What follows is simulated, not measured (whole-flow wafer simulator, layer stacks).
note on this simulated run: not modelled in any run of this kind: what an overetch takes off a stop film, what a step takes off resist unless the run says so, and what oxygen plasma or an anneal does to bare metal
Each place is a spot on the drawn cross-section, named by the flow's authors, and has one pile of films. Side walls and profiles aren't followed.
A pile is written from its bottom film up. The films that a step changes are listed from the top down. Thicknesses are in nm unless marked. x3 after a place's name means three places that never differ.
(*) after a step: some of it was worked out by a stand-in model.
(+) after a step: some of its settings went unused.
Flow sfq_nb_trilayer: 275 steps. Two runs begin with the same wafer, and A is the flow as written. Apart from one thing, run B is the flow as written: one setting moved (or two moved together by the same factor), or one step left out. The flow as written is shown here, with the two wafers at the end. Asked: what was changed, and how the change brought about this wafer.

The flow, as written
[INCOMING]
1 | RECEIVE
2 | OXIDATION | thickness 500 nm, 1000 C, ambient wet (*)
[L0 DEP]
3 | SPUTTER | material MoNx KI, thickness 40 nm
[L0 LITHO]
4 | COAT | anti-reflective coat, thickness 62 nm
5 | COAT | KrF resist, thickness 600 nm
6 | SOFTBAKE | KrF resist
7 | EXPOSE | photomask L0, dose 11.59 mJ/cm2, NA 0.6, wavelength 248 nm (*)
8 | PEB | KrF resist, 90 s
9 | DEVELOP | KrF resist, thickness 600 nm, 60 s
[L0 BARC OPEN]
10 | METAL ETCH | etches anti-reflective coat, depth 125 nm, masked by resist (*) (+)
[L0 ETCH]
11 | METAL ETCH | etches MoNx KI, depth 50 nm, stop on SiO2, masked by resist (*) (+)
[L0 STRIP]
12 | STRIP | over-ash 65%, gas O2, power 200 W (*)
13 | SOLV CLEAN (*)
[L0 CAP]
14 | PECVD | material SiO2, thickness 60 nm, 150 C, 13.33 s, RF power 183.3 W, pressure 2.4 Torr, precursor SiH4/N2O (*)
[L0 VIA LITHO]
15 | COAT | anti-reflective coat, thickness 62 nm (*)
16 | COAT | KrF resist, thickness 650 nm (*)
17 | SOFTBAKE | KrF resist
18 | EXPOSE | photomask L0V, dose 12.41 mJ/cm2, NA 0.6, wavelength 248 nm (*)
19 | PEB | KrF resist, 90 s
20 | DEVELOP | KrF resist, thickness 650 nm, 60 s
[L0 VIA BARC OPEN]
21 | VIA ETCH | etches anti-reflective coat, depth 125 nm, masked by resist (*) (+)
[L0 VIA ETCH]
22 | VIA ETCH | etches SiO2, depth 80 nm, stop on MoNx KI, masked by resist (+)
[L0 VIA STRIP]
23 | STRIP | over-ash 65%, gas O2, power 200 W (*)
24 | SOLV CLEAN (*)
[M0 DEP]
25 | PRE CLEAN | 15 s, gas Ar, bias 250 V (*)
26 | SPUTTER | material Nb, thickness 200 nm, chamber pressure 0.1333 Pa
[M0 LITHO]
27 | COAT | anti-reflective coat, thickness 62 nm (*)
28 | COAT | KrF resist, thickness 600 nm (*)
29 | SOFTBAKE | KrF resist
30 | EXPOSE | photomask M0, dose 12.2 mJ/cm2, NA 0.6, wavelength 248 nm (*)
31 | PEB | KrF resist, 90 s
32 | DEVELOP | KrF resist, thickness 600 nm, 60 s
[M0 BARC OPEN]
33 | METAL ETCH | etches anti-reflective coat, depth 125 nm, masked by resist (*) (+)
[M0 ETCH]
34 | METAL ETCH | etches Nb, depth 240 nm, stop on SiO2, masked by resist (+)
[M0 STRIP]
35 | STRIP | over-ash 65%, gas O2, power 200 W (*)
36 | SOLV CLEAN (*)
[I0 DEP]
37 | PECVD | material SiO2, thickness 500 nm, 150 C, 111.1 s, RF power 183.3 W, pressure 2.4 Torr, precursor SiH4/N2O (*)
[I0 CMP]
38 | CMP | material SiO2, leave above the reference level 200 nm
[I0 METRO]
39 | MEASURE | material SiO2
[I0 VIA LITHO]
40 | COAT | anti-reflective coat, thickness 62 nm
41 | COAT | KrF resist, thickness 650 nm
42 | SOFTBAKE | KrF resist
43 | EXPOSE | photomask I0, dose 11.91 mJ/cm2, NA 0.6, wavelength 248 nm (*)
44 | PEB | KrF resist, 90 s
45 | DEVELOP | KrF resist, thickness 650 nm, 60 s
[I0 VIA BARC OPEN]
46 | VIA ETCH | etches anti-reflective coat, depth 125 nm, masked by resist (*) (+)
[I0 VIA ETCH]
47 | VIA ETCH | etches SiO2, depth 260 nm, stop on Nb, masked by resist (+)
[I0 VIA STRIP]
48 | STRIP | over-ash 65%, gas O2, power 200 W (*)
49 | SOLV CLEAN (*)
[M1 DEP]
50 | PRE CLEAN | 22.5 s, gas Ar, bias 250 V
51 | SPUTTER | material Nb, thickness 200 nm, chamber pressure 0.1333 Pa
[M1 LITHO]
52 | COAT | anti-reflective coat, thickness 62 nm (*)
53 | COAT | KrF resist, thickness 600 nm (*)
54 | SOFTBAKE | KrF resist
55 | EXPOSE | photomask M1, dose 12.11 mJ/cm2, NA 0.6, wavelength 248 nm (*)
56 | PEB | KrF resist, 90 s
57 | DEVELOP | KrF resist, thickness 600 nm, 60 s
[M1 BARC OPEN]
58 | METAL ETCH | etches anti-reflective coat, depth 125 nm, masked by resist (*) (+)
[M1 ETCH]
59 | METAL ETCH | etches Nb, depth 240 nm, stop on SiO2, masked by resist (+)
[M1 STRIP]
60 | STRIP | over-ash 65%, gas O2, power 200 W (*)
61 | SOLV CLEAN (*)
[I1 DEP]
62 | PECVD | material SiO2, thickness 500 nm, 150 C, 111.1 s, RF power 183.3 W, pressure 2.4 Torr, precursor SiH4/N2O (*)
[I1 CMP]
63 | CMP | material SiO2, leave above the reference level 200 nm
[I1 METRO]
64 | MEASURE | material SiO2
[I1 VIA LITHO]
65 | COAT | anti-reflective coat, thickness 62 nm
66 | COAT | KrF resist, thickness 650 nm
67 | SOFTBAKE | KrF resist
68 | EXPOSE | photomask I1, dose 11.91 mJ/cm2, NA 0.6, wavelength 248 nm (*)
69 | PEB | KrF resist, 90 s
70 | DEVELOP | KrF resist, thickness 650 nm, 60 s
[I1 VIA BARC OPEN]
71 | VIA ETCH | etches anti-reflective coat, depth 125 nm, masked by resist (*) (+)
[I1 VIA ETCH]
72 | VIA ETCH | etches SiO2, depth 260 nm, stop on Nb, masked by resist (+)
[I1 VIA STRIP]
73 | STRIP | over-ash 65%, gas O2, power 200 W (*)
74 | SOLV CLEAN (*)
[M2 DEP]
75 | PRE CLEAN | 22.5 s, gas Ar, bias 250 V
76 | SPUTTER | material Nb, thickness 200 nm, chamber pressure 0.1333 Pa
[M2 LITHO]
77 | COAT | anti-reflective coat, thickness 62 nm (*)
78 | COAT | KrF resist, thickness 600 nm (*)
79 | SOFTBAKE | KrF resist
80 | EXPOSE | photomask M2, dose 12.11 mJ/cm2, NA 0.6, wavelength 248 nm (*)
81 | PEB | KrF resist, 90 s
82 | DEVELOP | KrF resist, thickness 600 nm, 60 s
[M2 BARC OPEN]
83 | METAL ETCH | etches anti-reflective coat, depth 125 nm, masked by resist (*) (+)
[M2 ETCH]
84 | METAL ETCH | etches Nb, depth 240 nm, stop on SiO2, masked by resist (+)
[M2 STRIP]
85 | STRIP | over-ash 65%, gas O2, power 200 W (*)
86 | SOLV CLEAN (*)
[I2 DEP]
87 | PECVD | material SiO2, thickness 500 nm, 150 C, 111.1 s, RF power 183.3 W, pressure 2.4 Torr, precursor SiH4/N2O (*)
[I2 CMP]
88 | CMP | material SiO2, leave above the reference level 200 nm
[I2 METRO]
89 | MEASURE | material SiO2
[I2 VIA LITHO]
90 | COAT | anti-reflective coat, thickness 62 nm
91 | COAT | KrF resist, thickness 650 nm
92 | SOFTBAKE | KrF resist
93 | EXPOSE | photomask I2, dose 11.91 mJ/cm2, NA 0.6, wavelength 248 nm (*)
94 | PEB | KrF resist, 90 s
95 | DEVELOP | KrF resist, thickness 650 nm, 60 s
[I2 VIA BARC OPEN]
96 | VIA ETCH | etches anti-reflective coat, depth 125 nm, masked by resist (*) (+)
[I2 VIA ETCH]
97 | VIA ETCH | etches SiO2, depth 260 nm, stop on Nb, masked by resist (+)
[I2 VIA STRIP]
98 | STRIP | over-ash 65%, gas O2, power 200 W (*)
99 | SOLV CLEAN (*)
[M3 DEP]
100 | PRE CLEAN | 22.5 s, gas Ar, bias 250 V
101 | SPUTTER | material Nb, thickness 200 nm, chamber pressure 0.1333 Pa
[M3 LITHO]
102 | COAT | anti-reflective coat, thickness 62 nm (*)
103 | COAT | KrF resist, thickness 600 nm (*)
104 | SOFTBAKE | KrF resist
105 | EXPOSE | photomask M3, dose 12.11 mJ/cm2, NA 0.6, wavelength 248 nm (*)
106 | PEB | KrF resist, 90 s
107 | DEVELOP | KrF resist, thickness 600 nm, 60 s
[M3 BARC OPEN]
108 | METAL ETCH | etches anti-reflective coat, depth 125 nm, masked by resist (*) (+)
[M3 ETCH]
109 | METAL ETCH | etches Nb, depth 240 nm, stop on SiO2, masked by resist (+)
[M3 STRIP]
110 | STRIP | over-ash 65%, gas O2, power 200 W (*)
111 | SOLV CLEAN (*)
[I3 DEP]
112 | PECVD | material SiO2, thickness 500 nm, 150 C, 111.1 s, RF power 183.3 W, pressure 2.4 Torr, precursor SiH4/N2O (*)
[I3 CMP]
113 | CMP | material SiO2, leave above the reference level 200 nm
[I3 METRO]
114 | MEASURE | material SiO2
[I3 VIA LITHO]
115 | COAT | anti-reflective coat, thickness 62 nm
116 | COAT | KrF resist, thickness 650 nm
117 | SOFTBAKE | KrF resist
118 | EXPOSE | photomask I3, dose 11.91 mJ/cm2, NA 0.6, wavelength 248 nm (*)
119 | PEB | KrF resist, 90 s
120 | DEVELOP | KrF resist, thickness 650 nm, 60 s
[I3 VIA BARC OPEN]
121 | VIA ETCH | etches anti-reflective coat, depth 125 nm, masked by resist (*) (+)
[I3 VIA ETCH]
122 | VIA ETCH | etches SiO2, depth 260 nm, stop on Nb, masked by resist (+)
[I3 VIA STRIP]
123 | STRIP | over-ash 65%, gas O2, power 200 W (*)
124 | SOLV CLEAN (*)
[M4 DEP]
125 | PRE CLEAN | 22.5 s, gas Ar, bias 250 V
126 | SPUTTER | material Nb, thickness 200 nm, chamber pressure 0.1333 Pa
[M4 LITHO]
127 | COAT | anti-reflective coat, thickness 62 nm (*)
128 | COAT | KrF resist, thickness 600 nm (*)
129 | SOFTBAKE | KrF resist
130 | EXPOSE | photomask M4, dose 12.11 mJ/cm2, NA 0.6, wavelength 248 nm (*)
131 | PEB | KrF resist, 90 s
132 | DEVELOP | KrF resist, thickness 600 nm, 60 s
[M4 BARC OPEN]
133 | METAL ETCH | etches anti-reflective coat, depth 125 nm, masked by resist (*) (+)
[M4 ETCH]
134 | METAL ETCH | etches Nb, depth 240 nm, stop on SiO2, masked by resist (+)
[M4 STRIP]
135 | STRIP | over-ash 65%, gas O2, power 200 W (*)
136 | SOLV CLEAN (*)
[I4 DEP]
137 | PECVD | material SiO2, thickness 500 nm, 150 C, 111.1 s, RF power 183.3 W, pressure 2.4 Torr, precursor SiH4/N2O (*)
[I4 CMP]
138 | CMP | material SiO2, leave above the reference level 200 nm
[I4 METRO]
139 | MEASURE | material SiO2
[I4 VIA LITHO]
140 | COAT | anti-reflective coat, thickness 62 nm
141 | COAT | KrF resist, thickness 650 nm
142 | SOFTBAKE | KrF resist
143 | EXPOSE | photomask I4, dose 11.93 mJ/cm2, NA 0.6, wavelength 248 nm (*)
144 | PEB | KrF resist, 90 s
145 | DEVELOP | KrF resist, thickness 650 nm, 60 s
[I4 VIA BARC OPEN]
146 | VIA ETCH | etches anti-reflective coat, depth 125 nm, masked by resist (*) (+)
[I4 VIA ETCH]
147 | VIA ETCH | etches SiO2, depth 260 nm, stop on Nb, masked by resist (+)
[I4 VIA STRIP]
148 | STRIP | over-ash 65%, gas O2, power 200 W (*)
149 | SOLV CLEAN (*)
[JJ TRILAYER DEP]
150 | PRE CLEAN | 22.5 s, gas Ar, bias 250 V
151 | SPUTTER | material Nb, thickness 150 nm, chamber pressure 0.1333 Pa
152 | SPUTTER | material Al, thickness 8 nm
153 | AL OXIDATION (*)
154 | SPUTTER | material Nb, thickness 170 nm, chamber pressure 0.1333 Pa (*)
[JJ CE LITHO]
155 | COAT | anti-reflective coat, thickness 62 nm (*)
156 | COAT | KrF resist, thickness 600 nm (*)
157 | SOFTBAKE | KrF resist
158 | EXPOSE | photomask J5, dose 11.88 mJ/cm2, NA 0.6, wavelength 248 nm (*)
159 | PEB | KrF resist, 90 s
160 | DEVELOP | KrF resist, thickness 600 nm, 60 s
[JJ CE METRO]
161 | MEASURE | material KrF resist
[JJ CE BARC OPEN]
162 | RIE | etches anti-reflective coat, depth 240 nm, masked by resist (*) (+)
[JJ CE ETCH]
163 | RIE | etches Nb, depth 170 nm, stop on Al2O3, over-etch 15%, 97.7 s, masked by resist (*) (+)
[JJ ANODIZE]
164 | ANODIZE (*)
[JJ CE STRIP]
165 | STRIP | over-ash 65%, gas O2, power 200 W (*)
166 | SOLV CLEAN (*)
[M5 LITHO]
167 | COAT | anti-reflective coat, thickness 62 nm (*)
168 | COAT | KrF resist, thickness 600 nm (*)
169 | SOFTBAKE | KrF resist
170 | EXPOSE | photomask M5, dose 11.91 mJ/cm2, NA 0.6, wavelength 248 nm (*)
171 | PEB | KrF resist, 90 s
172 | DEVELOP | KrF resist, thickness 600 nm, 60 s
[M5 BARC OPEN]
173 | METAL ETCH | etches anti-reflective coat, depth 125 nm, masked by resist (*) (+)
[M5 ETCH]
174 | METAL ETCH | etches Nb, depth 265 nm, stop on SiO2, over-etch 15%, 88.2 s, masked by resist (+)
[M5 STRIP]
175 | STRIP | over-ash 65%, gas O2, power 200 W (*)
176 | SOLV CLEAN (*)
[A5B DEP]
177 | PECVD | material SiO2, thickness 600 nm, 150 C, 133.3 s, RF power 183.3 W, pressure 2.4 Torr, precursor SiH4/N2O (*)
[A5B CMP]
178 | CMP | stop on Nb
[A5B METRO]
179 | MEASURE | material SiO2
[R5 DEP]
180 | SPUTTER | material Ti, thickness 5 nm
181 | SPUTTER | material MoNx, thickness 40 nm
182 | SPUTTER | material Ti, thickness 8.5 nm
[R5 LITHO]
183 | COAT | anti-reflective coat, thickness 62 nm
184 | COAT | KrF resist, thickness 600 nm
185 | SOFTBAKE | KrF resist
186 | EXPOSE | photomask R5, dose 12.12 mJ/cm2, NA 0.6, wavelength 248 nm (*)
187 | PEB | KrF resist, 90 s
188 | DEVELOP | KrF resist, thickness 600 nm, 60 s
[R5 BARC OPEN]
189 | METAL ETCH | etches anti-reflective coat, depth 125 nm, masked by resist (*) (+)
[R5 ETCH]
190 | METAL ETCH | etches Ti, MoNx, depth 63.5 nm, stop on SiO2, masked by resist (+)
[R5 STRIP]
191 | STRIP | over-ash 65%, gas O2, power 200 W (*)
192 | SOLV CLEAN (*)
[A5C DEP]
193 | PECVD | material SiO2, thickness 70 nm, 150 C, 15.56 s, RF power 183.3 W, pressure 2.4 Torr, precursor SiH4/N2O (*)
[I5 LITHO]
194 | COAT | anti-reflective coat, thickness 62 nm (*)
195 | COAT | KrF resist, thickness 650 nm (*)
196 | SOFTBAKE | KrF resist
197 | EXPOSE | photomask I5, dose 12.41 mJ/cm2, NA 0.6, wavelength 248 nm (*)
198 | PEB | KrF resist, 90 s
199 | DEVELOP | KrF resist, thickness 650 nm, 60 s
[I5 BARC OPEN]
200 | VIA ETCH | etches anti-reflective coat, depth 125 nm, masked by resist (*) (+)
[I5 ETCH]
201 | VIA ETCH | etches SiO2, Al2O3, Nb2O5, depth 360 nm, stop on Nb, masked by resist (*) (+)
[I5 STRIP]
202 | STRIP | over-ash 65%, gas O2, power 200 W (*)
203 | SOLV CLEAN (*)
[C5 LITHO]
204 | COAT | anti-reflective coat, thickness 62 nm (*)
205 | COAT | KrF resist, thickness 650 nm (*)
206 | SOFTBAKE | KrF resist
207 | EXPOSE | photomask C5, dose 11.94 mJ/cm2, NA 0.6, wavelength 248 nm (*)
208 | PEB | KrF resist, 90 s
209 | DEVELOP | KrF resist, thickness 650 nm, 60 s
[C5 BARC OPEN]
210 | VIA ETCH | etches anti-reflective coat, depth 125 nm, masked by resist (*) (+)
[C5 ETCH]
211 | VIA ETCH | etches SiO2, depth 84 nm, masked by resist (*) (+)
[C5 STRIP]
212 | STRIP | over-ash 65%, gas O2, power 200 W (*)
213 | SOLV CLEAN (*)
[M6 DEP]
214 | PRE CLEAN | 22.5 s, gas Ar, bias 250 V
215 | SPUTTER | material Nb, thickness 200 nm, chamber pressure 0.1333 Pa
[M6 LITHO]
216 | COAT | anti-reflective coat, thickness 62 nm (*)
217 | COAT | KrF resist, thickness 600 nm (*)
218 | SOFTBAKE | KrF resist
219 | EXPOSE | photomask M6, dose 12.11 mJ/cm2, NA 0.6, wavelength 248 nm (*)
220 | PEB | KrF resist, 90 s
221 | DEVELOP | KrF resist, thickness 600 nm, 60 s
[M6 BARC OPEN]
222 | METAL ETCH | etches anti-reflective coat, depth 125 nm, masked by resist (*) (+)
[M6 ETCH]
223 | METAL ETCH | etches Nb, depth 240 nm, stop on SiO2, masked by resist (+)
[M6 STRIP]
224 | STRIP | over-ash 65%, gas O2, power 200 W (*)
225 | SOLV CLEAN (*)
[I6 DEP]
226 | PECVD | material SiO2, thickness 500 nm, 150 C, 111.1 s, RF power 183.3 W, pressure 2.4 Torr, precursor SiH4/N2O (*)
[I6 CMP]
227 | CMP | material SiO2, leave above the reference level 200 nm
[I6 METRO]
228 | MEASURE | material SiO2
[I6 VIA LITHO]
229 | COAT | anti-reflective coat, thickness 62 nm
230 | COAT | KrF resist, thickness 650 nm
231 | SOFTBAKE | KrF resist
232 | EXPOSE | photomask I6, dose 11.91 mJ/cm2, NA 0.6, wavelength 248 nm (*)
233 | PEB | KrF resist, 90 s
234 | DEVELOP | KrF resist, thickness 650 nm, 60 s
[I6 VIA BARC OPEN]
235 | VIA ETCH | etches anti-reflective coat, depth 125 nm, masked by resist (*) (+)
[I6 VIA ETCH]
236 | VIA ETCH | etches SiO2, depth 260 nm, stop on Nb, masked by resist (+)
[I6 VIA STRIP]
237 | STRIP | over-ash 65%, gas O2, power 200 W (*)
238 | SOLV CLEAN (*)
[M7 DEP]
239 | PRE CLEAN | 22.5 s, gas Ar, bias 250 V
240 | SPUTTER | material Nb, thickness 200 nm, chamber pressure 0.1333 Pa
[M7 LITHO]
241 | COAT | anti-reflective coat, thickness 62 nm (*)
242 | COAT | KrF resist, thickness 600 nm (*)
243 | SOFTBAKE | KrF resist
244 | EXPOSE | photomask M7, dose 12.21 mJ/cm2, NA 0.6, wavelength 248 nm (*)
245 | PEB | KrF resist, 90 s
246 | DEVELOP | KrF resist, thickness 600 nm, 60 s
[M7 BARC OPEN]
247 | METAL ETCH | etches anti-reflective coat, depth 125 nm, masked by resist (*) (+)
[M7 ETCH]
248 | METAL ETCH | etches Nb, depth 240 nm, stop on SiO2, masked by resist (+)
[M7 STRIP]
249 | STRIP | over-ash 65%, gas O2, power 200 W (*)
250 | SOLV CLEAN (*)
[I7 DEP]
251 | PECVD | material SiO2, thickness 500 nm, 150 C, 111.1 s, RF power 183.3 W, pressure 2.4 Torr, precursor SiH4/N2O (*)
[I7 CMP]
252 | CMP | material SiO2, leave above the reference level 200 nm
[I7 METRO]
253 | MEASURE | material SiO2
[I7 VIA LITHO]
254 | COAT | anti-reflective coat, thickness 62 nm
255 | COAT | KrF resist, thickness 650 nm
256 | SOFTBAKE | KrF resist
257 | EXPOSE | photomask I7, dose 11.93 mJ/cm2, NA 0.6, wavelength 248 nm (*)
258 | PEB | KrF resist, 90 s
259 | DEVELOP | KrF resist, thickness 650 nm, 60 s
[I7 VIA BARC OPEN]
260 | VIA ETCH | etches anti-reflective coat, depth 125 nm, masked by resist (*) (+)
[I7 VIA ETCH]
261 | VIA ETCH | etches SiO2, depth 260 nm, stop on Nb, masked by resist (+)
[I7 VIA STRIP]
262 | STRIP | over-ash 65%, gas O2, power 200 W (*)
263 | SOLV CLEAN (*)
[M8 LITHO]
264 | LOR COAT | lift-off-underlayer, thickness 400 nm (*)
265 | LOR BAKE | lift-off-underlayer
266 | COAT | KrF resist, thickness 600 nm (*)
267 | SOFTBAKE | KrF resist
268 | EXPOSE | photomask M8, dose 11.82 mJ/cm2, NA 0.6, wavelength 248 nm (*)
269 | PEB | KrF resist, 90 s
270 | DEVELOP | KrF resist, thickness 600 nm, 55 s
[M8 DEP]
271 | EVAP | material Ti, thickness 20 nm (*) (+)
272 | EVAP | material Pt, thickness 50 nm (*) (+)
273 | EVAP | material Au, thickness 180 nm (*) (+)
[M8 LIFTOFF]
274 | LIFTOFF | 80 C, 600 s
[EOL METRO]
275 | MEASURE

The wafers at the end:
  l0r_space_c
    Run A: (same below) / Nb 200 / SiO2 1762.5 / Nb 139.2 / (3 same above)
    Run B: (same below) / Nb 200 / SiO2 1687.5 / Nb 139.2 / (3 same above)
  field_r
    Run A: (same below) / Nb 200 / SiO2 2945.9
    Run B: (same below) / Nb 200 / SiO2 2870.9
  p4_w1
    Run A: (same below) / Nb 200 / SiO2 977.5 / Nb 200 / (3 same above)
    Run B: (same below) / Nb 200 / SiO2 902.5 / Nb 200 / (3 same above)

What caused this: step 88, CMP: leave above the reference level 125 nm was run, while the flow as written has leave above the reference level 200 nm.

Step by step, how the change led to this:
  88 | CMP | material SiO2, leave above the reference level 200 nm
      field_l, be, be_sur and 81 more: A SiO2 loses 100 | B SiO2 loses 175
      v_sur, via_wl, via_w and 18 more: A SiO2 loses 300 | B SiO2 loses 375
      (also at 1 further place)
  97 | VIA ETCH | etches SiO2, depth 260 nm, stop on Nb, masked by resist (+)
      field_l, v_sur, via_wl and 102 more: A KrF resist loses 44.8 | B KrF resist loses 32.3
      via_w: A SiO2 loses 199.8 (all of it) | B SiO2 loses 124.8 (all of it)
  98 | STRIP | over-ash 65%, gas O2, power 200 W (*)
      field_l, v_sur, via_wl and 102 more: A KrF resist loses 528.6 (all of it), anti-reflective coat loses 62 (all of it) | B KrF resist loses 541.1 (all of it), anti-reflective coat loses 62 (all of it)
  101 | SPUTTER | material Nb, thickness 200 nm, chamber pressure 0.1333 Pa
      via_w: A Nb gains 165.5 | B Nb gains 182.1
  102 | COAT | anti-reflective coat, thickness 62 nm (*)
      via_wl, via_wr: A anti-reflective coat gains 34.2 (new film) | B anti-reflective coat gains 37 (new film)
      via_w: A anti-reflective coat gains 124.8 (new film) | B anti-reflective coat gains 107.6 (new film)
  103 | COAT | KrF resist, thickness 600 nm (*)
      via_w: A KrF resist gains 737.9 (new film) | B KrF resist gains 675.8 (new film)
  110 | STRIP | over-ash 65%, gas O2, power 200 W (*)
      via_wl: A KrF resist loses 384.2 (all of it), anti-reflective coat loses 34.2 (all of it) | B KrF resist loses 390.9 (all of it), anti-reflective coat loses 37 (all of it)
      via_w: A KrF resist loses 520 (all of it), anti-reflective coat loses 124.8 (all of it) | B KrF resist loses 458 (all of it), anti-reflective coat loses 107.6 (all of it)
      (also at 1 further place)
  112 | PECVD | material SiO2, thickness 500 nm, 150 C, 111.1 s, RF power 183.3 W, pressure 2.4 Torr, precursor SiH4/N2O (*)
      via_w: A SiO2 gains 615 (new film) | B SiO2 gains 500 (new film)
  113 | CMP | material SiO2, leave above the reference level 200 nm
      via_w: A SiO2 loses 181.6 | B SiO2 loses 158.2
